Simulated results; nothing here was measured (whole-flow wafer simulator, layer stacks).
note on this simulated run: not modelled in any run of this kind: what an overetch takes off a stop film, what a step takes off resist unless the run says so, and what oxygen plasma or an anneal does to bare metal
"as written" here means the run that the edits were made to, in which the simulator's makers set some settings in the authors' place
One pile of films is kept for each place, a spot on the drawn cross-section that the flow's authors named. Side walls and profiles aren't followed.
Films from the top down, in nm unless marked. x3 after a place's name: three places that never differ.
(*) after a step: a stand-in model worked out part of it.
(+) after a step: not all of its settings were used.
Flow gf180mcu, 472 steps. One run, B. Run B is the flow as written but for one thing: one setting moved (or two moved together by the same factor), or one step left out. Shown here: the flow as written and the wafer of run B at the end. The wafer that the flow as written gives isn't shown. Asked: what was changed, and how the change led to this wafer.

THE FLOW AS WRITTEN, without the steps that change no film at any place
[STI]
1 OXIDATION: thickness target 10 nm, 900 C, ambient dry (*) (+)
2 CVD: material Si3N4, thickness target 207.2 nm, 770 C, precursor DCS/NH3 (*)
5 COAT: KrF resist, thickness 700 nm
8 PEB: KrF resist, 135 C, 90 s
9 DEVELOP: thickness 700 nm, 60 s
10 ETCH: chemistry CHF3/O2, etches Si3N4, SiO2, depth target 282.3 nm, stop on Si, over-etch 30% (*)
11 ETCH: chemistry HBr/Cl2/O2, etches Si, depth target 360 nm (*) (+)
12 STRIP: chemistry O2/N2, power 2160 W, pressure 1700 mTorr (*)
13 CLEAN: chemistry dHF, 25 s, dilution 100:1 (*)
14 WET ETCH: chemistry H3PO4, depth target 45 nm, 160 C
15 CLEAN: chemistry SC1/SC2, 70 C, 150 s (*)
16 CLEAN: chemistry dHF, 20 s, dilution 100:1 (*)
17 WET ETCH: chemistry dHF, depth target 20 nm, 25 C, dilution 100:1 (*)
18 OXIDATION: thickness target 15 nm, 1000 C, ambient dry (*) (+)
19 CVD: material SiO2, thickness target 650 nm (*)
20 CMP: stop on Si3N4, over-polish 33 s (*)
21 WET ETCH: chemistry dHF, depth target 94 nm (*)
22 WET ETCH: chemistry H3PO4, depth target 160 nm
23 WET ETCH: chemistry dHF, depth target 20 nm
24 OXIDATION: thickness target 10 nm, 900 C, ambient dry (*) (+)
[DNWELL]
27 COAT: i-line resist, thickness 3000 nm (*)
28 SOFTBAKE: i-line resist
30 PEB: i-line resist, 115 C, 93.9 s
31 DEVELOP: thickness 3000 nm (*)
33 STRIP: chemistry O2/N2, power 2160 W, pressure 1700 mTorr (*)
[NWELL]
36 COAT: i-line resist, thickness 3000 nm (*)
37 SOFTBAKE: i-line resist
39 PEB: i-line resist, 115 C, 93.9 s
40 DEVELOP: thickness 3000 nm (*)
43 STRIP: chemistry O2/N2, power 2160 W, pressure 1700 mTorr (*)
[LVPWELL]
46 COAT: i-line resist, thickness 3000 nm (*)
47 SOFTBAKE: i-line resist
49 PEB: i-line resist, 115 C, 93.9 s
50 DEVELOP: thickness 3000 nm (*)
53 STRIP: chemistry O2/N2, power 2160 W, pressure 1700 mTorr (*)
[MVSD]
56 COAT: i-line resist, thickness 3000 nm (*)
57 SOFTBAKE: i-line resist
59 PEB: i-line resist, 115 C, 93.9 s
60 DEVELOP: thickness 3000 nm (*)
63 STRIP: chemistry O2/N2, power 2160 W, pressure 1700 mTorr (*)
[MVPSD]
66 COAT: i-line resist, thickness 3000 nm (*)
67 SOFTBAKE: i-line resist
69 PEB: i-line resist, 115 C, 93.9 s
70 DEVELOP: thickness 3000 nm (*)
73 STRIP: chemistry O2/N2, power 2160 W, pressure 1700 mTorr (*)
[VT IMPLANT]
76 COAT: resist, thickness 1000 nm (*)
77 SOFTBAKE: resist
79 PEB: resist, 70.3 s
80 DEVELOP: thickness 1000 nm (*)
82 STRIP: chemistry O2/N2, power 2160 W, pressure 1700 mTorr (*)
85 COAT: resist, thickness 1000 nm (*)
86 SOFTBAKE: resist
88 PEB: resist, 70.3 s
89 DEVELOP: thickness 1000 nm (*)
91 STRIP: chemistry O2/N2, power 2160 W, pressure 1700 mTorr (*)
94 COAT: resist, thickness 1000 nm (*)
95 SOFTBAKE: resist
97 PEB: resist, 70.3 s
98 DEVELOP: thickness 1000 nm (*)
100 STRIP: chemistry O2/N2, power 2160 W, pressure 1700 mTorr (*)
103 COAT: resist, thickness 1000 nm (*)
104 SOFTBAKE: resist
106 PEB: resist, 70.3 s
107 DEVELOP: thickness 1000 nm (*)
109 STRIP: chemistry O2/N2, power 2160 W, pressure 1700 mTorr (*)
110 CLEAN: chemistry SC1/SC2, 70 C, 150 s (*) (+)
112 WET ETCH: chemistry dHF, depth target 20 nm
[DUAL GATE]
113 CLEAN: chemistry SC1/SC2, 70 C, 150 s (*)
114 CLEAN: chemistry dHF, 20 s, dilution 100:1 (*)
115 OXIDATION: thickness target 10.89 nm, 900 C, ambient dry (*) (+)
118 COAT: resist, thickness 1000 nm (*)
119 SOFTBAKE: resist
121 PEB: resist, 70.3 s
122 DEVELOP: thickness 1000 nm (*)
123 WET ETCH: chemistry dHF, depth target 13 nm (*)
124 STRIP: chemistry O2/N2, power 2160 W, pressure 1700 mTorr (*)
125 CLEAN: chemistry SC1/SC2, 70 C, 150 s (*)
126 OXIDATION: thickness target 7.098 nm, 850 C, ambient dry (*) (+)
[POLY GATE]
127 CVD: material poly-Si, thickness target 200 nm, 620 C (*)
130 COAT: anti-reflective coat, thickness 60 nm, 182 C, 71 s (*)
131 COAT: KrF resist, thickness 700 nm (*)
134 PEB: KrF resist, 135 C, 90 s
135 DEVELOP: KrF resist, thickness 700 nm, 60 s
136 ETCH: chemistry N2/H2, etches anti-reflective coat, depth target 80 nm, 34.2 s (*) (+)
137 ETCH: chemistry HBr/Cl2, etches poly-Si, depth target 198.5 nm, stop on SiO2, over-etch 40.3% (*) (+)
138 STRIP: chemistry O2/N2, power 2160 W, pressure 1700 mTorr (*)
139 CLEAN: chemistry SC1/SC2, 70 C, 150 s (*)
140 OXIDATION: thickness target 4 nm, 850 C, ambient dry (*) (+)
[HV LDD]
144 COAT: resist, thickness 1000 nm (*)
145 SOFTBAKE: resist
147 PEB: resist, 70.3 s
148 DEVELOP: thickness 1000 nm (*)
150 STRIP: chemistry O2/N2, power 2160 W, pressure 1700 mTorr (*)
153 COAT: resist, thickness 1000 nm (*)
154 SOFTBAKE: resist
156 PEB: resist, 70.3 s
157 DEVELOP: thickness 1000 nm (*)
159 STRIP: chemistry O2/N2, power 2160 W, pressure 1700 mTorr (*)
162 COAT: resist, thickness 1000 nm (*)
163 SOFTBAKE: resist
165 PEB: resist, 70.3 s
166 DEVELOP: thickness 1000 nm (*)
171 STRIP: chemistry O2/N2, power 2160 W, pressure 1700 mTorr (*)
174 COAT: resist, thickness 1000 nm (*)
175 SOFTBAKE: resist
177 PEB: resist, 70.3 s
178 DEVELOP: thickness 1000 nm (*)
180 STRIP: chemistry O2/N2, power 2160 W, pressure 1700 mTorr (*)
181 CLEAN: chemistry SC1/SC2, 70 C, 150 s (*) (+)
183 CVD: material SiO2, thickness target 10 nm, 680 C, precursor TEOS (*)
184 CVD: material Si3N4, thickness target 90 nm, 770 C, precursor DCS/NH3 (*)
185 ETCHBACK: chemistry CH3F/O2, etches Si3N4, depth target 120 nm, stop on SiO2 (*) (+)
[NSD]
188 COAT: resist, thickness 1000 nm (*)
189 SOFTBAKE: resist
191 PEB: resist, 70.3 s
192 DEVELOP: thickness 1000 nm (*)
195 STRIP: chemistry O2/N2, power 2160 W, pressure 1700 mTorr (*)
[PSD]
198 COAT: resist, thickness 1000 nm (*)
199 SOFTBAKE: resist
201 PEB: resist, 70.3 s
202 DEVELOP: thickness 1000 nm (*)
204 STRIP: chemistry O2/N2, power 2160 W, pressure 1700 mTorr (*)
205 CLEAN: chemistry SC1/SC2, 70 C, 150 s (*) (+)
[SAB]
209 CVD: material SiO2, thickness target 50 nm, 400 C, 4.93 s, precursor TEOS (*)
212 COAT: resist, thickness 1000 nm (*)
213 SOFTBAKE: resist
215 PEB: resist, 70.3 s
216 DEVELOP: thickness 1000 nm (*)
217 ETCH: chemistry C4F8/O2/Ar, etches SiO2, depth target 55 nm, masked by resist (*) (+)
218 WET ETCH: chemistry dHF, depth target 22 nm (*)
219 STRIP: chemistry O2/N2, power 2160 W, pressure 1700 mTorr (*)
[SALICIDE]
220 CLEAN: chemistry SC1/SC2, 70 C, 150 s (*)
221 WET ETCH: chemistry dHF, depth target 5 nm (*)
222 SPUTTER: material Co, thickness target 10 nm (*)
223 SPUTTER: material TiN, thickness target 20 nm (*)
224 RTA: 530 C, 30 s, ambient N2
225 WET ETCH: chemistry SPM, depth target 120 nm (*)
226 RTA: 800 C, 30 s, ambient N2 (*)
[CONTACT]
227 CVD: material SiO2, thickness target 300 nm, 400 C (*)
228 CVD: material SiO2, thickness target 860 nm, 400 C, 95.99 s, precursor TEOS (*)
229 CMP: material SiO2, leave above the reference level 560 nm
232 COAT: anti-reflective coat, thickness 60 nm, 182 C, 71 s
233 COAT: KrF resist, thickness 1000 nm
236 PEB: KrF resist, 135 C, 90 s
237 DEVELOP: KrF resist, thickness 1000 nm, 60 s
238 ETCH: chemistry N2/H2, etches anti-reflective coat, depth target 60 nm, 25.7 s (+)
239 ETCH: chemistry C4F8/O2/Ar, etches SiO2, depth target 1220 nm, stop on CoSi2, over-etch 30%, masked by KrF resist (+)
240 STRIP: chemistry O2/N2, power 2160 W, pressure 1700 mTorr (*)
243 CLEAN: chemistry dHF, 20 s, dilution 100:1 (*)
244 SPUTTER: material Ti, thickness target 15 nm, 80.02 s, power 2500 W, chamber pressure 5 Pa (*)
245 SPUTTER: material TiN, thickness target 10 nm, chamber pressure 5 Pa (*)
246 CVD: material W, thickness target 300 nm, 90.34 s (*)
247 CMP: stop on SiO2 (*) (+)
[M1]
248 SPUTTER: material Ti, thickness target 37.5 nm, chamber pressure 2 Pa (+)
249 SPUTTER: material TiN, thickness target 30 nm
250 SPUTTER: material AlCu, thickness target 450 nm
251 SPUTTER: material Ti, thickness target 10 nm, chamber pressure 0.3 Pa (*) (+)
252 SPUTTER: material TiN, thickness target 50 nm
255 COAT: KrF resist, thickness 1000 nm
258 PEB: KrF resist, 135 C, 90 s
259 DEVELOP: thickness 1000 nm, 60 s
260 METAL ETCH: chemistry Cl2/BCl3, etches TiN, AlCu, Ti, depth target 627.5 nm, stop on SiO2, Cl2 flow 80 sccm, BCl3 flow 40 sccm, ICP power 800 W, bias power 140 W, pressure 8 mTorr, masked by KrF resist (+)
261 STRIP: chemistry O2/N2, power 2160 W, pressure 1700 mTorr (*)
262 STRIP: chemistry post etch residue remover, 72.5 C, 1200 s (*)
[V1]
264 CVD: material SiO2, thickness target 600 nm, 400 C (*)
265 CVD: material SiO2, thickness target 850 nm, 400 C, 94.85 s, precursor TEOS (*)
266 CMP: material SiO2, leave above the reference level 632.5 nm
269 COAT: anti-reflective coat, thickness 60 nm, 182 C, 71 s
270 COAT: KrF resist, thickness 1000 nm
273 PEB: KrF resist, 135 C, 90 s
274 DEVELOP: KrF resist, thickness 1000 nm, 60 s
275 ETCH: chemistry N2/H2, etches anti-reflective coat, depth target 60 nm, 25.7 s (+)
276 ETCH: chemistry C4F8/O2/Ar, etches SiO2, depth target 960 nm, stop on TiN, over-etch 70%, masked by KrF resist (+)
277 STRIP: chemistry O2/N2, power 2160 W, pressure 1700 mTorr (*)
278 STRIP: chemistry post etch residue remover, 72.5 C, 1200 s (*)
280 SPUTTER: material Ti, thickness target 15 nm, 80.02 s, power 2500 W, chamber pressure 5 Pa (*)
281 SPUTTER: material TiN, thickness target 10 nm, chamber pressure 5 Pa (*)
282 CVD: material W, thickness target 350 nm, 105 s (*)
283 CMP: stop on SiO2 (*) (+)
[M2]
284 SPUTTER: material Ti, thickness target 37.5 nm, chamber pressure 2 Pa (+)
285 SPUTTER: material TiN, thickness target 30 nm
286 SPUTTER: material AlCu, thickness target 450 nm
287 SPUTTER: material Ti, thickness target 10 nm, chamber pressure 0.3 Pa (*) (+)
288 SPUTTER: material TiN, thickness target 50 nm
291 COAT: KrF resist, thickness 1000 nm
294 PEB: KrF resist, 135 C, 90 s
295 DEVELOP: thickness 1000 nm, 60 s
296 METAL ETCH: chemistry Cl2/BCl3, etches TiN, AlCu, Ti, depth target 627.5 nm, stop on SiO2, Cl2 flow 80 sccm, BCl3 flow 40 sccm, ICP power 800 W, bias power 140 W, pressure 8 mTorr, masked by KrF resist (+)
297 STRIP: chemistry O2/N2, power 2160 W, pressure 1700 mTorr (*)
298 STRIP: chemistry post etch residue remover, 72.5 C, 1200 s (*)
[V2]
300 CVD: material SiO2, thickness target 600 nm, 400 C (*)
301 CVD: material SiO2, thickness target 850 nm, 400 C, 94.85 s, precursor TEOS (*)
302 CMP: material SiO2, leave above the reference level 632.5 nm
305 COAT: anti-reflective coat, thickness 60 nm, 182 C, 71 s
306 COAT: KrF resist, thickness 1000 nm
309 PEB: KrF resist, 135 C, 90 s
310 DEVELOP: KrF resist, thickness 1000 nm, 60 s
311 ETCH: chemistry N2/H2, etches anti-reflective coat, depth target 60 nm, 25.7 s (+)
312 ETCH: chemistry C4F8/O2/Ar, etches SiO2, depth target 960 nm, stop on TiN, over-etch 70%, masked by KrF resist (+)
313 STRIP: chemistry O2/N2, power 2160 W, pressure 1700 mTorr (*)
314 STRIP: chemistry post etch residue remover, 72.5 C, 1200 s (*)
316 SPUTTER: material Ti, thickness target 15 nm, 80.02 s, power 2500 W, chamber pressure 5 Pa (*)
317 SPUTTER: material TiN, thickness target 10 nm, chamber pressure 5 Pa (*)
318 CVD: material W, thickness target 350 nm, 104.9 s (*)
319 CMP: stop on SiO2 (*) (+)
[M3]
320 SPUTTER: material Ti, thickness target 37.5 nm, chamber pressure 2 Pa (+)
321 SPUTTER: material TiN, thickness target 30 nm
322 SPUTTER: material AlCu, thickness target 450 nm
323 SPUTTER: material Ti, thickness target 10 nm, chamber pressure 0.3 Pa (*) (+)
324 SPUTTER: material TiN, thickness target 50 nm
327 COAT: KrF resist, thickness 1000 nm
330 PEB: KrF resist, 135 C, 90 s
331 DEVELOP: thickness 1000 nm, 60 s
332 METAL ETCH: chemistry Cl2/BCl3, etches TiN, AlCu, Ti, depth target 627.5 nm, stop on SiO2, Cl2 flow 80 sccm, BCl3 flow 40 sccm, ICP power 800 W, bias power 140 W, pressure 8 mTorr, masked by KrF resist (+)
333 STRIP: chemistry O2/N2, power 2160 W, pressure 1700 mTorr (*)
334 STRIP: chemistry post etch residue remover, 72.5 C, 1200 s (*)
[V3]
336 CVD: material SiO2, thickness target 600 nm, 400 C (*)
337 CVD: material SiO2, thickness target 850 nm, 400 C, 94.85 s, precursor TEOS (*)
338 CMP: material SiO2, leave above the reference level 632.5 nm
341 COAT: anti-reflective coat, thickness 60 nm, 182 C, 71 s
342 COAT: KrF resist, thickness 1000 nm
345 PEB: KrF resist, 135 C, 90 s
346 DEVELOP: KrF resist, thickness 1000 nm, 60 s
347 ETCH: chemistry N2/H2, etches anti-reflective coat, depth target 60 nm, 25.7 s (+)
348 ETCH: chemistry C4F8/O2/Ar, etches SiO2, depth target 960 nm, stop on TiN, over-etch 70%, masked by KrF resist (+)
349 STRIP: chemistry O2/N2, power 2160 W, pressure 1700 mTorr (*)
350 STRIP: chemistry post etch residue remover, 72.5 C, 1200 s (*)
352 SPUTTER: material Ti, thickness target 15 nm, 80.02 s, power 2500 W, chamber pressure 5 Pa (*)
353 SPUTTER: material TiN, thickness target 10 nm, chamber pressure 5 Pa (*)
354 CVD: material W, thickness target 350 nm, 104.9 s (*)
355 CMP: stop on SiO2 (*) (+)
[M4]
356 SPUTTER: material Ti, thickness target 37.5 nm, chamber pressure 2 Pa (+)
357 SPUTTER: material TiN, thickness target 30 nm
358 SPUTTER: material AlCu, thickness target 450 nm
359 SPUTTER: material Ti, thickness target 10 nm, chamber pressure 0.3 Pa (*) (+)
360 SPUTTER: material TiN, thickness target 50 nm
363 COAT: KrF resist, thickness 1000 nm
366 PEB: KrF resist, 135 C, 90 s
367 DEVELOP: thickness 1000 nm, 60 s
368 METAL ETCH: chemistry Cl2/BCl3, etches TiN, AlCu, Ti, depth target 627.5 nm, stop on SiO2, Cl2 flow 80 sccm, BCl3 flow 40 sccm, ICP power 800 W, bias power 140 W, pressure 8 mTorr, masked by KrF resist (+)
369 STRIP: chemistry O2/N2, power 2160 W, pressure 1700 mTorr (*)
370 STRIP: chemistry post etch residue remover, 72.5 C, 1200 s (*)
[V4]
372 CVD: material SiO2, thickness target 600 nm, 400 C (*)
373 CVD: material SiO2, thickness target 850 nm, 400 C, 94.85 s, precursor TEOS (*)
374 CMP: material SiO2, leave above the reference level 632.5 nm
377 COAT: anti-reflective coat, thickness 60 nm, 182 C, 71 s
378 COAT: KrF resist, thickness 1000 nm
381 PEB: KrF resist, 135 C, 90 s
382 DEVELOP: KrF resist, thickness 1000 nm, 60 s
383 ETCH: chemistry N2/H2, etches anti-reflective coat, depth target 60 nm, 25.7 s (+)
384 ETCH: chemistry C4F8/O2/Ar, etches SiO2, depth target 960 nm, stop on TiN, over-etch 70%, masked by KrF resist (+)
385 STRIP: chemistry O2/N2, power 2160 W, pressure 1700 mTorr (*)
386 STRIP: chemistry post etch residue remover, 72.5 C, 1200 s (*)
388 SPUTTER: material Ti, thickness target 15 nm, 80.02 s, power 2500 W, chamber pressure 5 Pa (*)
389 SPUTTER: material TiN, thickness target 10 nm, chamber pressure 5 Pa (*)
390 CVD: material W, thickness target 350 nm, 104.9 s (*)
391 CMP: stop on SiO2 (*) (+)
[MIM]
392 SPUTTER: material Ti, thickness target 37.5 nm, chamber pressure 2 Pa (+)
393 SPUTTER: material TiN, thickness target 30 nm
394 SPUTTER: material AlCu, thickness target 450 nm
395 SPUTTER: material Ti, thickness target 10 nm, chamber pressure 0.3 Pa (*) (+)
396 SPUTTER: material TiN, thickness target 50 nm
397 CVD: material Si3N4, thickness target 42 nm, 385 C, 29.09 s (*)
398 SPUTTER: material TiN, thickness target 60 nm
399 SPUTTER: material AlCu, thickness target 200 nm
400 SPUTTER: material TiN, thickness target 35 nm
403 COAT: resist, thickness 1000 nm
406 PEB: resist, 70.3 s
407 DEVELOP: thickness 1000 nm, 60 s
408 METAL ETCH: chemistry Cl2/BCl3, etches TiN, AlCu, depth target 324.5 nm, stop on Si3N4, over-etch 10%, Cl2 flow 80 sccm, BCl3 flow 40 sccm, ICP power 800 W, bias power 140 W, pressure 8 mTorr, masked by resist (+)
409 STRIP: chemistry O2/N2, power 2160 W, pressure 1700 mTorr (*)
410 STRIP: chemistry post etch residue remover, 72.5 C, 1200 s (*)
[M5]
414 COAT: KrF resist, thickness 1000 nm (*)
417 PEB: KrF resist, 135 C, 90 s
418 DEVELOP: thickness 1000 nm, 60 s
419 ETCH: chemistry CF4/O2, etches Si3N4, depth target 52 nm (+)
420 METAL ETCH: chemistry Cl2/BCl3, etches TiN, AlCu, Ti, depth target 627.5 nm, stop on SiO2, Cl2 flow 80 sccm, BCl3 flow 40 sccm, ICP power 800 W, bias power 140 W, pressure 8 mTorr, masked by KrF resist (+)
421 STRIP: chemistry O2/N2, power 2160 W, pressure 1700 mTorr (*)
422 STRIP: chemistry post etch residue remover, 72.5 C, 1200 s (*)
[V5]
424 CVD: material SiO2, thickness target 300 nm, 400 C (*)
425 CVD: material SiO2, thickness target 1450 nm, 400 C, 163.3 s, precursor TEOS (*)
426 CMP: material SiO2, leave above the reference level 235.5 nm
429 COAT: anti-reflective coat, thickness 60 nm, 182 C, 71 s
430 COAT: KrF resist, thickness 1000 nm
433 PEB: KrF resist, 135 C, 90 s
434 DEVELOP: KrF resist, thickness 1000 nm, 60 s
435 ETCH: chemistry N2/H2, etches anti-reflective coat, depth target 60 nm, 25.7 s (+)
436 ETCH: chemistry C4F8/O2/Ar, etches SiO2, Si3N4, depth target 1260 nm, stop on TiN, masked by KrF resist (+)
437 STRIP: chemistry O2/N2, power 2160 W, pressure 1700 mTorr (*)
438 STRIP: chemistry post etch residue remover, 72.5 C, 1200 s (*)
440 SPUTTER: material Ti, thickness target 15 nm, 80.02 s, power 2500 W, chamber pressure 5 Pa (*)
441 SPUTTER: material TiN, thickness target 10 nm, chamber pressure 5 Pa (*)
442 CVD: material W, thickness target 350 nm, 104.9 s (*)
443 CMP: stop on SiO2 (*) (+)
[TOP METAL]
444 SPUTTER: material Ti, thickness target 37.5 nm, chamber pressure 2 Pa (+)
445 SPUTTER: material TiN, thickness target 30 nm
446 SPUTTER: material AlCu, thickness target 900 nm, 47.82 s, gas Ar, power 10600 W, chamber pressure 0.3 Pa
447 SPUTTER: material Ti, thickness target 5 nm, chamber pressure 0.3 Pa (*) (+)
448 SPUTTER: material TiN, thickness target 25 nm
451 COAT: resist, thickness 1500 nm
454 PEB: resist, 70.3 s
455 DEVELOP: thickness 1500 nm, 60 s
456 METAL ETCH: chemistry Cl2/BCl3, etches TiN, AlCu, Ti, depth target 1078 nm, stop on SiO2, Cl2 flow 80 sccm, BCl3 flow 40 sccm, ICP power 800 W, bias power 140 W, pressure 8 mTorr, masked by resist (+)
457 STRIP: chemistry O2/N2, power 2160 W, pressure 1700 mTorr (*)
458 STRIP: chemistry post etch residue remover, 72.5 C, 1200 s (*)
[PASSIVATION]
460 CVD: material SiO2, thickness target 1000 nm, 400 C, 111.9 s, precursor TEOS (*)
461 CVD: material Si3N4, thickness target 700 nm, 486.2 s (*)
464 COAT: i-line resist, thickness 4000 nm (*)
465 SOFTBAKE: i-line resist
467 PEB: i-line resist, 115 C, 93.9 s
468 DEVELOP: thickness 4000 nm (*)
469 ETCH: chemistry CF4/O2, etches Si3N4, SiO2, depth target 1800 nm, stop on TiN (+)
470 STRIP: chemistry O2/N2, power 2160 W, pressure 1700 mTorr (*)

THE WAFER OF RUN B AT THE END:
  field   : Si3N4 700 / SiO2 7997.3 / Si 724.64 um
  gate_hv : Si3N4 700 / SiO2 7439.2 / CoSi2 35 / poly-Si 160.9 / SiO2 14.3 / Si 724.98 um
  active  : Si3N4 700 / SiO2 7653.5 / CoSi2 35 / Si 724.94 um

The cause: step 358, SPUTTER: thickness target 220 nm was run, where the flow has thickness target 450 nm.

How the change led to this, step by step:
  358 SPUTTER: material AlCu, thickness target 450 nm
      field, field__w1, field__w2 and 108 more: AlCu +220 (new film) (as written it would be: AlCu +450 (new film))
  368 METAL ETCH: chemistry Cl2/BCl3, etches TiN, AlCu, Ti, depth target 627.5 nm, stop on SiO2, Cl2 flow 80 sccm, BCl3 flow 40 sccm, ICP power 800 W, bias power 140 W, pressure 8 mTorr, masked by KrF resist (+)
      field, field__w1, field__w2 and 103 more: TiN -50 (all of it), Ti -10 (all of it), AlCu -220 (all of it), TiN -30 (all of it), Ti -37.5 (all of it) (as written it would be: TiN -50 (all of it), Ti -10 (all of it), AlCu -450 (all of it), TiN -30 (all of it), Ti -37.5 (all of it))
      field__w8, contact, m1, m1__w1, m1_nw: KrF resist -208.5 (as written it would be: KrF resist -251)
  369 STRIP: chemistry O2/N2, power 2160 W, pressure 1700 mTorr (*)
      field__w8, contact, m1, m1__w1, m1_nw: KrF resist -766 (all of it) (as written it would be: KrF resist -723.5 (all of it))
  374 CMP: material SiO2, leave above the reference level 632.5 nm
      field, field__w1, field__w2 and 103 more: SiO2 -530 (as written it would be: SiO2 -300)
